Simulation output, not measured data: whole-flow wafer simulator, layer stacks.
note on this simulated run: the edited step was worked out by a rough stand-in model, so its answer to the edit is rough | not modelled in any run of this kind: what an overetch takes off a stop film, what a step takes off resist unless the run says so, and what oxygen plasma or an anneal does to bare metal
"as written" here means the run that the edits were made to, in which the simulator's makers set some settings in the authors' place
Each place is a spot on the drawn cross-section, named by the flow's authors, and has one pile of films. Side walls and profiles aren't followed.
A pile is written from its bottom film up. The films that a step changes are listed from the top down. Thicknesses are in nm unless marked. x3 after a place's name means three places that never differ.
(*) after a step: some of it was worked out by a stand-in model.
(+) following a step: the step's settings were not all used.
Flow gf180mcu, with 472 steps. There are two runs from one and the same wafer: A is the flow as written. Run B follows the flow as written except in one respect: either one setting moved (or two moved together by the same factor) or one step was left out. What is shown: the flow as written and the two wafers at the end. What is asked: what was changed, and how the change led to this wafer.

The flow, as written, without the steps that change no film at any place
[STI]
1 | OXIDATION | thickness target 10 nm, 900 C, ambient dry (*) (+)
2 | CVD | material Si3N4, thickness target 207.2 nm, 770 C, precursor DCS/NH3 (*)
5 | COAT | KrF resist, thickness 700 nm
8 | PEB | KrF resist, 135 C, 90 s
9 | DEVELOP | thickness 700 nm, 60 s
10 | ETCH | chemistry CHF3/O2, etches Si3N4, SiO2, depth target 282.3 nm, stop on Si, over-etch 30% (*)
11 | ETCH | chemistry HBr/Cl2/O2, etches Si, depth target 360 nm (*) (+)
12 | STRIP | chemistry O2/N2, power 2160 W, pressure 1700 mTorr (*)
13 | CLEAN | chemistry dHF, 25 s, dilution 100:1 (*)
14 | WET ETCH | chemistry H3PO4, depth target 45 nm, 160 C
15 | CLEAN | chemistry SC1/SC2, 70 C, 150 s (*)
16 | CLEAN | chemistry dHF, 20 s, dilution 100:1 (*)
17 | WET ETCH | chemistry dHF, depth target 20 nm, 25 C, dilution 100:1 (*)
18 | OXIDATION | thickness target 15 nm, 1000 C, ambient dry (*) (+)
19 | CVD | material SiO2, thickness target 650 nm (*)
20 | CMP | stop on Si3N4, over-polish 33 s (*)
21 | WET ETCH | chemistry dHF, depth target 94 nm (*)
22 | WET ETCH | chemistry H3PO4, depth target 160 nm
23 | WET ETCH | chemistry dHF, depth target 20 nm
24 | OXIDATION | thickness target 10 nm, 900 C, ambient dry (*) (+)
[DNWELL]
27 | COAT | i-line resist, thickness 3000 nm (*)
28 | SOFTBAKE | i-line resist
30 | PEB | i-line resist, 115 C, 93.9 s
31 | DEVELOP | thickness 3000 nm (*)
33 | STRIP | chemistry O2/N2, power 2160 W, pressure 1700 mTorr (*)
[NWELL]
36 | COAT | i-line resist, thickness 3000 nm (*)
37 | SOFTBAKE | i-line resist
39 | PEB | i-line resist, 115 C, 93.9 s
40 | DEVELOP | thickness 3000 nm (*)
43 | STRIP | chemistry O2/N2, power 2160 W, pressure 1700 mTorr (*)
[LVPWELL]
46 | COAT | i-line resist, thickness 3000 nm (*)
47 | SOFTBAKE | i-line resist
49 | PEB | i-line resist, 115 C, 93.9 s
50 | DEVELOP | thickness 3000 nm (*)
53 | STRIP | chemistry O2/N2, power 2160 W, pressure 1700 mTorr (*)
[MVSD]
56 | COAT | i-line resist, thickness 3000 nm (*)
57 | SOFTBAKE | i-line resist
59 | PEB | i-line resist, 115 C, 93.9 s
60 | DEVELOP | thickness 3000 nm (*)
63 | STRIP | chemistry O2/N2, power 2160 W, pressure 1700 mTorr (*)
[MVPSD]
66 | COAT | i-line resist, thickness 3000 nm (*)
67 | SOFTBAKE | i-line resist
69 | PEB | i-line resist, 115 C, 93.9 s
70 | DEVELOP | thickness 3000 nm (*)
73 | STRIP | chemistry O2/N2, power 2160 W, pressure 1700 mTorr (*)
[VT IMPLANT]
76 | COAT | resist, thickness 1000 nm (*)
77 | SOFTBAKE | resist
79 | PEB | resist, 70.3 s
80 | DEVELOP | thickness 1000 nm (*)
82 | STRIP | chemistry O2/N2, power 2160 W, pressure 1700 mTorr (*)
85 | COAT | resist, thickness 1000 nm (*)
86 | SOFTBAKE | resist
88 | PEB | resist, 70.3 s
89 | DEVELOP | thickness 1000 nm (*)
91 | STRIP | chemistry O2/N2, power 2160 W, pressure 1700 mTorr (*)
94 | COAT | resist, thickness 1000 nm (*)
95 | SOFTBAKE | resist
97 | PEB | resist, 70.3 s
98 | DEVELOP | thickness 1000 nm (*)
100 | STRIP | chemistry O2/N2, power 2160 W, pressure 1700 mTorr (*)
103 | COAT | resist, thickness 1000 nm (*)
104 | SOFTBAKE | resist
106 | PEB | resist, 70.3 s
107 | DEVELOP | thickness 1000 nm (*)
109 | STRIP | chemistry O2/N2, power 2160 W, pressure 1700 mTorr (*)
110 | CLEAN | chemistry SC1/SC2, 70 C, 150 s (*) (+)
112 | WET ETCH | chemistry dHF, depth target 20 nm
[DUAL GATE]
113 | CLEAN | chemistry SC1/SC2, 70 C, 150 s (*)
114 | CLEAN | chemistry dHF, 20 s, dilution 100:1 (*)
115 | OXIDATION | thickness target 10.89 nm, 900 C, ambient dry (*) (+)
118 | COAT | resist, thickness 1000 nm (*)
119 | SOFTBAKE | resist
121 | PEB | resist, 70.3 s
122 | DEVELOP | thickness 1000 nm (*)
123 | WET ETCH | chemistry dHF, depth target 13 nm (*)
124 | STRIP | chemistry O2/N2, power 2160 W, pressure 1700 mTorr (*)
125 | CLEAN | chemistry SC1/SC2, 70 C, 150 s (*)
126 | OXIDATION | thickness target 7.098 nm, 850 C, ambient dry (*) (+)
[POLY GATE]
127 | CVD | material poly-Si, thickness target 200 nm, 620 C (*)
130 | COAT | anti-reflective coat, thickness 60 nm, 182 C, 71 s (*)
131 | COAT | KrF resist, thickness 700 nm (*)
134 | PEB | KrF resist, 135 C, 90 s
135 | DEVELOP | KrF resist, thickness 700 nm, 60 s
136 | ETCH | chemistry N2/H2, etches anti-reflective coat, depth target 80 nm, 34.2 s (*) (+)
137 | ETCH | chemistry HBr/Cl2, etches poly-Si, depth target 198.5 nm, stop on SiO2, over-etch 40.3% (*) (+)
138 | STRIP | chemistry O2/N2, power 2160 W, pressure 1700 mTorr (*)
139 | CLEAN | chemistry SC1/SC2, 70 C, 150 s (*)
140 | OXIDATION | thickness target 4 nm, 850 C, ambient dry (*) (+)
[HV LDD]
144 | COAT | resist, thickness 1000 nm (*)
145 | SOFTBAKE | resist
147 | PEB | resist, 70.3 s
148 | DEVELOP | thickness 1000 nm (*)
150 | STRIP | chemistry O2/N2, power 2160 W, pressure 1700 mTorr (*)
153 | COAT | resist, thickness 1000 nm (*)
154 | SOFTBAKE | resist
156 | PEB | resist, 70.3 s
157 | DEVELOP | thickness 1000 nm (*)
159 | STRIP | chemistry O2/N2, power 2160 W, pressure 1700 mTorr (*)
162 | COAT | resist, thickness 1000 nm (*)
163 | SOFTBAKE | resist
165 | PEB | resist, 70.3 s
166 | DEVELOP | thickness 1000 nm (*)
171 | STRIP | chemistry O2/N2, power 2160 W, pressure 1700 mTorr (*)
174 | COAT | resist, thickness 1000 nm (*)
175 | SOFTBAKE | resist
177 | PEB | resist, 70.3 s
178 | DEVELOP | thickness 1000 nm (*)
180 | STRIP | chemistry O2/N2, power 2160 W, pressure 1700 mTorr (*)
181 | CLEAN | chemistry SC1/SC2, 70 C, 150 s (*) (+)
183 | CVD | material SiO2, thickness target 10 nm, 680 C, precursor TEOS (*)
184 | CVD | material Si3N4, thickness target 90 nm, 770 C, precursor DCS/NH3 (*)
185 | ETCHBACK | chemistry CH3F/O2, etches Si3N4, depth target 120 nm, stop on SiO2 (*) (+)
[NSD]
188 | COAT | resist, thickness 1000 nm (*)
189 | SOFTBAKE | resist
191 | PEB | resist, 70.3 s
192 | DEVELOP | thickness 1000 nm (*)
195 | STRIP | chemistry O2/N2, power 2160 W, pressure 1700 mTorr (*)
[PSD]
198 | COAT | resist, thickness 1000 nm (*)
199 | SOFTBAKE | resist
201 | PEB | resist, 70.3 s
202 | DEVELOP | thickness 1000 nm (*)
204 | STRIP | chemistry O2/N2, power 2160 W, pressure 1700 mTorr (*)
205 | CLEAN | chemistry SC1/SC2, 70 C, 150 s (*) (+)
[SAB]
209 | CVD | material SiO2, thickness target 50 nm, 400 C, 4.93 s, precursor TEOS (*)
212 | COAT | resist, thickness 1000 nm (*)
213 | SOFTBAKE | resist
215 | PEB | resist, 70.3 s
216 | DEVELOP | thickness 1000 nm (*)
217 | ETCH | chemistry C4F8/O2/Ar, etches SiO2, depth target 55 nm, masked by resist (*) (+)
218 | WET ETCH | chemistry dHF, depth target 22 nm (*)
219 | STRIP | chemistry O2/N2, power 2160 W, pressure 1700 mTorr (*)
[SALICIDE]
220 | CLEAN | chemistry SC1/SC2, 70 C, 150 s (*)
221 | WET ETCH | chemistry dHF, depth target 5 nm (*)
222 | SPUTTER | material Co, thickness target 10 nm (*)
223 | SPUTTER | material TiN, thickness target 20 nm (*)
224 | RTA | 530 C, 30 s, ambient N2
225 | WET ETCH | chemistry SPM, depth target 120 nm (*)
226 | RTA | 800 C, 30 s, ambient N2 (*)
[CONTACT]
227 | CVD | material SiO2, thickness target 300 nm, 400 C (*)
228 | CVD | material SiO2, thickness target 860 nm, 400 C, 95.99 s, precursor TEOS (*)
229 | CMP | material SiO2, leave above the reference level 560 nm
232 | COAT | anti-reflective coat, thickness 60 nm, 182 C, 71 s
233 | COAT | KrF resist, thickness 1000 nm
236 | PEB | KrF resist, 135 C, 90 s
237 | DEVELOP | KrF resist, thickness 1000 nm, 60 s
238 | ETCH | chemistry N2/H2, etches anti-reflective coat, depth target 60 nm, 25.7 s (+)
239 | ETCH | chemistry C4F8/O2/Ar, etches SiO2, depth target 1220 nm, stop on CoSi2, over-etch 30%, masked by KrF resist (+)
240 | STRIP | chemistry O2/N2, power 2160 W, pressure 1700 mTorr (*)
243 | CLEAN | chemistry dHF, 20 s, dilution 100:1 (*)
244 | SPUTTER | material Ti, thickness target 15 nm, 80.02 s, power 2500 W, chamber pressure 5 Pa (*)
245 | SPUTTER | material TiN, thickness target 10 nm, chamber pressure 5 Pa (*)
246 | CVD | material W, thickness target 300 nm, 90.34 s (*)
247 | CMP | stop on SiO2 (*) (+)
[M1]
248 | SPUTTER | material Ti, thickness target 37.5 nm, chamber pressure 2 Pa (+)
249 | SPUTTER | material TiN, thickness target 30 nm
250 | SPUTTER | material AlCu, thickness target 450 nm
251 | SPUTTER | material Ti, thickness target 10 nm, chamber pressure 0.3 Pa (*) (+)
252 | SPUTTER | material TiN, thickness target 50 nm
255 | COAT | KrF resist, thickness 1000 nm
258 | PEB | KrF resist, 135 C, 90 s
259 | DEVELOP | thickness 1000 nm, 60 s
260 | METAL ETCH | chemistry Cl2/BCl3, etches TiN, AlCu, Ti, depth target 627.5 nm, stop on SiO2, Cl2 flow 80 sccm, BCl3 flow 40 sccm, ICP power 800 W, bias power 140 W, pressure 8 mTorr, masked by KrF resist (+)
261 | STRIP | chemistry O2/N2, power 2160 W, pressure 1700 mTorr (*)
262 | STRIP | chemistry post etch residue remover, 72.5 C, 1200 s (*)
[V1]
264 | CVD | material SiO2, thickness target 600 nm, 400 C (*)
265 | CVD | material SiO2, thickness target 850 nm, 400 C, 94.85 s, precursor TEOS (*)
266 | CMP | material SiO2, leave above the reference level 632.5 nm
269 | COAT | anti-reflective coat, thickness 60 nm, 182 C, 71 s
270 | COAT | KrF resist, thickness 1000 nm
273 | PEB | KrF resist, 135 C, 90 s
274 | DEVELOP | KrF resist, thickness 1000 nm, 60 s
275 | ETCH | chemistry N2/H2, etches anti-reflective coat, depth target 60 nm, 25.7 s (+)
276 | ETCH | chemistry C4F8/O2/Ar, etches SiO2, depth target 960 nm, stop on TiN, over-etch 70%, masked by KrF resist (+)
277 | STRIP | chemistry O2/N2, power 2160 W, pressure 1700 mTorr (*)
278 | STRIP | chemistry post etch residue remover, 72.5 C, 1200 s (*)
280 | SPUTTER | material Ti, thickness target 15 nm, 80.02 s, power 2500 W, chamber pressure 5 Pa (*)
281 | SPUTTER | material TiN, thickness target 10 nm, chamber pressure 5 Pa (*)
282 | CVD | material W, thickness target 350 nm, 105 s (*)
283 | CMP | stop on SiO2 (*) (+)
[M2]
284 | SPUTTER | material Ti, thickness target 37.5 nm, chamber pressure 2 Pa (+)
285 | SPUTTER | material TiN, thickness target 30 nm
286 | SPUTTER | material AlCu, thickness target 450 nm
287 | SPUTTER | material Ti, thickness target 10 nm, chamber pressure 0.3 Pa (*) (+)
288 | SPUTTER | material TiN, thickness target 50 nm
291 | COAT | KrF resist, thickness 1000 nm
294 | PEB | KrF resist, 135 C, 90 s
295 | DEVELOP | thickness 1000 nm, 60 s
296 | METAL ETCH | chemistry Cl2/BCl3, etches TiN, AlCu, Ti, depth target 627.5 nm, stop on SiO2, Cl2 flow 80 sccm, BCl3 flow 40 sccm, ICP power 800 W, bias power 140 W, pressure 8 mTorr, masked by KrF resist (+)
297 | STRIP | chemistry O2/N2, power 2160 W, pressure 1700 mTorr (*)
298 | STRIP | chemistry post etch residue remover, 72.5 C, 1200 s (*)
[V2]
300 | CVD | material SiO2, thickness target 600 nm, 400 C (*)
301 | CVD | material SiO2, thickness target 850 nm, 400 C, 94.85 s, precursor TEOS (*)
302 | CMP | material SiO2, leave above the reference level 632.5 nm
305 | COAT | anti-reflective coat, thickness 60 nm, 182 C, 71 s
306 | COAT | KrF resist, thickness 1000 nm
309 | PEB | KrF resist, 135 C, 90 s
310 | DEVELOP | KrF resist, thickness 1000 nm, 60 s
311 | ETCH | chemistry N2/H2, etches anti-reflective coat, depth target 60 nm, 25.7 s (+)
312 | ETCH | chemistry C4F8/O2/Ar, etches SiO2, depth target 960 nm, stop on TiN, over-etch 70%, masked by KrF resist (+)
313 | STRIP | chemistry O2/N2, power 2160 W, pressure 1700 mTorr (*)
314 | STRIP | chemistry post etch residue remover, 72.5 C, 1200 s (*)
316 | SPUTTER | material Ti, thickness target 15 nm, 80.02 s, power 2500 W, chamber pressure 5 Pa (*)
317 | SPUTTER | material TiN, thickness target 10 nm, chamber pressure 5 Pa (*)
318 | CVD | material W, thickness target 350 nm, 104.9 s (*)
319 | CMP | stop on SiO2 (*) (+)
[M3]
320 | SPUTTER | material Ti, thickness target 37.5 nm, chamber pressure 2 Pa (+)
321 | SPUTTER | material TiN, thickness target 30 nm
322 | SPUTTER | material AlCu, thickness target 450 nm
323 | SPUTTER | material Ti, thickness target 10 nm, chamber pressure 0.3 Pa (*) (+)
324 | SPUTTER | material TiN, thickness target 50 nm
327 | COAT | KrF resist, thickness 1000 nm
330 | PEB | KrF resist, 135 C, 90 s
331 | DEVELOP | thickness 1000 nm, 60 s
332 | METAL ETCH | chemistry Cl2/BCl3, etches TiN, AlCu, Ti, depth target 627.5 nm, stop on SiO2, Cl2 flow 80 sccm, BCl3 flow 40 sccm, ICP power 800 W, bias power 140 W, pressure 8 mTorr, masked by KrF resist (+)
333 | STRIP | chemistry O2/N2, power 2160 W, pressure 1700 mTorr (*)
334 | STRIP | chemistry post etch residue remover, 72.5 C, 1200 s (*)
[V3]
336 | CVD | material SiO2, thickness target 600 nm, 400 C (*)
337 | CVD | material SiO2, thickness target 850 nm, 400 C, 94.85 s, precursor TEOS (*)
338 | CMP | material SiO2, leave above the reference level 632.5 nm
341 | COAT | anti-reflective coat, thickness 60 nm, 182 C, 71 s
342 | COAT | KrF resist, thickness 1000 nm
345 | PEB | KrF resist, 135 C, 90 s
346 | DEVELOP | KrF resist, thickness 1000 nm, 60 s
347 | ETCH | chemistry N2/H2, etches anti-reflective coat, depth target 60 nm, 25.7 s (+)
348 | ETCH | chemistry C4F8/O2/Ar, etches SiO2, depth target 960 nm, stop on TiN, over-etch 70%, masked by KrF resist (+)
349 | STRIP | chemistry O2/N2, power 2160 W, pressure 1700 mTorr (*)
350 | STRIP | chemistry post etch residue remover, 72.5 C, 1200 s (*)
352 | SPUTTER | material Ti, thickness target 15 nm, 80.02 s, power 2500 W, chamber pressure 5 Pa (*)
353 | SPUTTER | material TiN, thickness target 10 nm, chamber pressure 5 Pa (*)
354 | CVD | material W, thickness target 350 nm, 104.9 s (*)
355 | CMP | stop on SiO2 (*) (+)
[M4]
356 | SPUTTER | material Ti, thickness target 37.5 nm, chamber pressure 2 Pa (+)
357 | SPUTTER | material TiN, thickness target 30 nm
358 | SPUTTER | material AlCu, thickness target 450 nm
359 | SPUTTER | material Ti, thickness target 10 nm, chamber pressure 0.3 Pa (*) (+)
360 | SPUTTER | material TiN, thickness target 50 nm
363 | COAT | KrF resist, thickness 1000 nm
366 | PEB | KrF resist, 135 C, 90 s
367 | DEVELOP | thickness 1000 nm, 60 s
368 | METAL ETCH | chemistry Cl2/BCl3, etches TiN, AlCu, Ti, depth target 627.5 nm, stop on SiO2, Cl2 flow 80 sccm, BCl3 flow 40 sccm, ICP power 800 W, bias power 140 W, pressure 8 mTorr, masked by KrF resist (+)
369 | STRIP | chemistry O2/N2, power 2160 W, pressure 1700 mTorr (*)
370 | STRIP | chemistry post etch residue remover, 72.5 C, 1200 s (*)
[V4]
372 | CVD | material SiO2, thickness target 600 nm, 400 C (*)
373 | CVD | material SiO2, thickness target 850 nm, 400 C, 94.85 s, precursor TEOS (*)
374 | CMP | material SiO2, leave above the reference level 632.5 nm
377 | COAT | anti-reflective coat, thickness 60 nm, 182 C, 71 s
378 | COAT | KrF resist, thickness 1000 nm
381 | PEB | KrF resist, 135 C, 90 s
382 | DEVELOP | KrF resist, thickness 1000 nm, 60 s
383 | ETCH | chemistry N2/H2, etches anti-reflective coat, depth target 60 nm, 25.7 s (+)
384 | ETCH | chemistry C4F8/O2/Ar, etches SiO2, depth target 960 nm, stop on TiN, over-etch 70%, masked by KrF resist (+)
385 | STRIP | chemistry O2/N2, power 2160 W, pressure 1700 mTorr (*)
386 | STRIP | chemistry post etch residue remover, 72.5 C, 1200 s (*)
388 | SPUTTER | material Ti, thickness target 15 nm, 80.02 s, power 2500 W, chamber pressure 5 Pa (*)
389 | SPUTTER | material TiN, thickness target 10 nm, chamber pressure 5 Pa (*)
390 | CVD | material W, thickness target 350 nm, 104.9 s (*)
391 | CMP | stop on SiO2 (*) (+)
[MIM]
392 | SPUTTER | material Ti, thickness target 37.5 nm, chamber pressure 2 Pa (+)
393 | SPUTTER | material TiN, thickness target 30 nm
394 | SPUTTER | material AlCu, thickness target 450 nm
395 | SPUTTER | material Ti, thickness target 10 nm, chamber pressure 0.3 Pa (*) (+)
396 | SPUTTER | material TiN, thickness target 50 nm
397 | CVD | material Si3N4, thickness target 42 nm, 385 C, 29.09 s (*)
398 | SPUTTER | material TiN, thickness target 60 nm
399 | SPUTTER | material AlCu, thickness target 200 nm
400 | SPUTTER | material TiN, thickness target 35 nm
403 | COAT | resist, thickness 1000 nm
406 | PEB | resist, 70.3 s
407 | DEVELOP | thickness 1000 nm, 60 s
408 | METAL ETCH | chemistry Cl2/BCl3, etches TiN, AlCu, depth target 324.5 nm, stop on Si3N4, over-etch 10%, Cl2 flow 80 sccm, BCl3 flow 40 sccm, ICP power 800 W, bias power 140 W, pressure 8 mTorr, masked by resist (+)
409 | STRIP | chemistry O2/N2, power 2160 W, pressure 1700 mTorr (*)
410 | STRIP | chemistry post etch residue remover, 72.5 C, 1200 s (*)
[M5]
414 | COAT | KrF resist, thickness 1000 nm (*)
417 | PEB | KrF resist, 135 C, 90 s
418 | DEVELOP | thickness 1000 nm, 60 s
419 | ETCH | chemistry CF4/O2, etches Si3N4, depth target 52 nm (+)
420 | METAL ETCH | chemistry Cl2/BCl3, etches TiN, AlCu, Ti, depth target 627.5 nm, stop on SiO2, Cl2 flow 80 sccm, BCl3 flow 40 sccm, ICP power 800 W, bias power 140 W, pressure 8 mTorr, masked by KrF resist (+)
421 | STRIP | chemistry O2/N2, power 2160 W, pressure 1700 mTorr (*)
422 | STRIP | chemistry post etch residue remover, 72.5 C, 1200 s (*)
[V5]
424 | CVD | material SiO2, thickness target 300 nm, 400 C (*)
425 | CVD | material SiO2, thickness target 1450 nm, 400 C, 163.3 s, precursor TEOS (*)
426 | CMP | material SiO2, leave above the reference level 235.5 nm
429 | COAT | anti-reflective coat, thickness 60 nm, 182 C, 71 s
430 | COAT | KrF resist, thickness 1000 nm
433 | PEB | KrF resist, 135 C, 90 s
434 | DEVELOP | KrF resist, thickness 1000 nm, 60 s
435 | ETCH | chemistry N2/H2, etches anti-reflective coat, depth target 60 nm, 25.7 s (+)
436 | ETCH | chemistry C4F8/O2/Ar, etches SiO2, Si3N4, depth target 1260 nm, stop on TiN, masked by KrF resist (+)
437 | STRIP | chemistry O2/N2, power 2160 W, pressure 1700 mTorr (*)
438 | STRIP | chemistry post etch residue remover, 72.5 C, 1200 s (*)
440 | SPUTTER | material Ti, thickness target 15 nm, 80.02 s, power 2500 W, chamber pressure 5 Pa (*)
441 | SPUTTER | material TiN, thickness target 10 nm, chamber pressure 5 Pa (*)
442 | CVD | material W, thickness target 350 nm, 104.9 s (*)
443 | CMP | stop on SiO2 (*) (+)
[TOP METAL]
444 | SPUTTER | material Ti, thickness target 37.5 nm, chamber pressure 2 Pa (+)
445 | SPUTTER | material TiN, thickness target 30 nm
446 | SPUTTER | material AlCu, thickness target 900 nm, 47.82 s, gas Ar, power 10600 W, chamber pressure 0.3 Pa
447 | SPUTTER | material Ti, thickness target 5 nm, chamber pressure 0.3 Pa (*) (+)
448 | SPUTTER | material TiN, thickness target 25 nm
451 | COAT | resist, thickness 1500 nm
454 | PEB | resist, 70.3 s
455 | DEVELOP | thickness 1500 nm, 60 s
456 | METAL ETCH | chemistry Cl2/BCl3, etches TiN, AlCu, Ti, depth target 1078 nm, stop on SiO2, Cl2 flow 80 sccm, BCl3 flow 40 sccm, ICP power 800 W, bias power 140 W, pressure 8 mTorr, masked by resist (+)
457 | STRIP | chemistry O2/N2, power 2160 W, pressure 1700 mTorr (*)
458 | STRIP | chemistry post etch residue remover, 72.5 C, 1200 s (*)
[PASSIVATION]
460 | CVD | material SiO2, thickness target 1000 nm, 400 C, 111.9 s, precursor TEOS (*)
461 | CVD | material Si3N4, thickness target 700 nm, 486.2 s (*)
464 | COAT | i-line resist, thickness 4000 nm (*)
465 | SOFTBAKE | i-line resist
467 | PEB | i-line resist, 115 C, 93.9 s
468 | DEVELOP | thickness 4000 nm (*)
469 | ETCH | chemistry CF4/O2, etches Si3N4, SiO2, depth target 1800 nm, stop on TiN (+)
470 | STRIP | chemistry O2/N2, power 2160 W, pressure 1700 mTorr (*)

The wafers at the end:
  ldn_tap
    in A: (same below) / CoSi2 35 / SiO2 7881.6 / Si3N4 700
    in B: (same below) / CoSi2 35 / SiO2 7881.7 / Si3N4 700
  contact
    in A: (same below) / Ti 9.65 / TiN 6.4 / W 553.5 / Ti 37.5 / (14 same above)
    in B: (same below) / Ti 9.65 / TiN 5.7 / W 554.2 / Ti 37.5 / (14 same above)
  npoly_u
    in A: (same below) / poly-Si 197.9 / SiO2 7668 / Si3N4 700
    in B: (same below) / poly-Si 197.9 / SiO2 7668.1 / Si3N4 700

What caused this: step 389, SPUTTER: thickness target 8.9 nm was run, while the flow as written has thickness target 10 nm.

Step by step, how the change led to this:
  389 | SPUTTER | material TiN, thickness target 10 nm, chamber pressure 5 Pa (*)
      field, field__w1, field__w2 and 107 more: A +10 TiN (new film) | B +8.9 TiN (new film)
      contact: A +6.4 TiN (new film) | B +5.7 TiN (new film)
  391 | CMP | stop on SiO2 (*) (+)
      field, field__w1, field__w2 and 107 more: A -350 W (all of it), -10 TiN (all of it), -15 Ti (all of it), -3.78 SiO2 | B -350 W (all of it), -8.9 TiN (all of it), -15 Ti (all of it), -3.77 SiO2
